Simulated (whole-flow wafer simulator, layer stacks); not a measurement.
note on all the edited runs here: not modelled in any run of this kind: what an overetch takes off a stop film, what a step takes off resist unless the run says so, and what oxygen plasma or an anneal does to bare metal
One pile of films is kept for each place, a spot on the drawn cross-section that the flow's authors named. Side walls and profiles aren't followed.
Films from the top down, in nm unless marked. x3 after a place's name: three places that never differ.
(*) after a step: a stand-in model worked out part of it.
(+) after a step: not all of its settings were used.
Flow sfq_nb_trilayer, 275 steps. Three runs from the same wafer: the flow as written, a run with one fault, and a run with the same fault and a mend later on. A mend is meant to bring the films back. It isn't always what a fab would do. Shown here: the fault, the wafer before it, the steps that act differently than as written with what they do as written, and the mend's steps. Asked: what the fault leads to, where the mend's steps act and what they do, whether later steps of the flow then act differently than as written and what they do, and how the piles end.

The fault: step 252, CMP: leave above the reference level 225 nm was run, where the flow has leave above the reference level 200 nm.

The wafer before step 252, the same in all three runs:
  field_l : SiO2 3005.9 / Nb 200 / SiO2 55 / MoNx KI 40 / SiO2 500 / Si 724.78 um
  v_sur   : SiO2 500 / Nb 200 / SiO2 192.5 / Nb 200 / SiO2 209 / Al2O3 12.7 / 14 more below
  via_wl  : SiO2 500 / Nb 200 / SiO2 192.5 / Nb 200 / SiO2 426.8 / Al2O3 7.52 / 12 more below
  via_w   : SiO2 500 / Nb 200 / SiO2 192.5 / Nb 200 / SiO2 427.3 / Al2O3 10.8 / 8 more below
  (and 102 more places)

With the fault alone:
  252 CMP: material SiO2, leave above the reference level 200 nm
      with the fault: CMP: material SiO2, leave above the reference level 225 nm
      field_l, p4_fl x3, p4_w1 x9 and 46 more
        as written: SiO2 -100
        with the fault: SiO2 -75
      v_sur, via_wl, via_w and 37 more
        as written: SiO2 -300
        with the fault: SiO2 -275
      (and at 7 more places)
  Later steps of the flow that act differently than as written (3 more steps differ only slightly, by at most 2% or 0.5 nm, whichever is larger, and aren't shown):
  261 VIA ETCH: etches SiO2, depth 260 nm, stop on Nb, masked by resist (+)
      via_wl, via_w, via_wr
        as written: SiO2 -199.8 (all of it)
        with the fault: SiO2 -224.8 (all of it)
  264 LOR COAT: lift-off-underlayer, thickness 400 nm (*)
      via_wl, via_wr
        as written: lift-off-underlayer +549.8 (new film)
        with the fault: lift-off-underlayer +568.5 (new film)
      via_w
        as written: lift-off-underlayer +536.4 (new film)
        with the fault: lift-off-underlayer +553.5 (new film)
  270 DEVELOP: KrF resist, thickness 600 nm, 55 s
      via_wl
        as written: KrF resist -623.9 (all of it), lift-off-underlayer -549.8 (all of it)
        with the fault: KrF resist -627 (all of it), lift-off-underlayer -568.5 (all of it)
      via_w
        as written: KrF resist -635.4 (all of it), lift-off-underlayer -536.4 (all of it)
        with the fault: KrF resist -640 (all of it), lift-off-underlayer -553.5 (all of it)
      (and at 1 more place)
  At the end the piles differ from the flow's by more than 2% or 0.5 nm, whichever is larger, at v_sur, via_sp, via_v and 65 more.
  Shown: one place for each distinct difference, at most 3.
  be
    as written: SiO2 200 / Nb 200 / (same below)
    with the fault: SiO2 225 / Nb 200 / (same below)
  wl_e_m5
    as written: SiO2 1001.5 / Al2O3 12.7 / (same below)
    with the fault: SiO2 1026.5 / Al2O3 12.7 / (same below)
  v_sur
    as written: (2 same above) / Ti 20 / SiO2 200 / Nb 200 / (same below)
    with the fault: (2 same above) / Ti 20 / SiO2 225 / Nb 200 / (same below)

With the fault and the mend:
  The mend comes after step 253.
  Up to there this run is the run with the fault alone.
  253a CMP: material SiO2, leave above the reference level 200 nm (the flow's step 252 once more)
      field_l, v_sur, via_wl and 103 more
        SiO2 -25
  No later step of the flow acts differently than as written at any place that is followed.
  At the end the piles are the same as the flow's at every place that both follow.
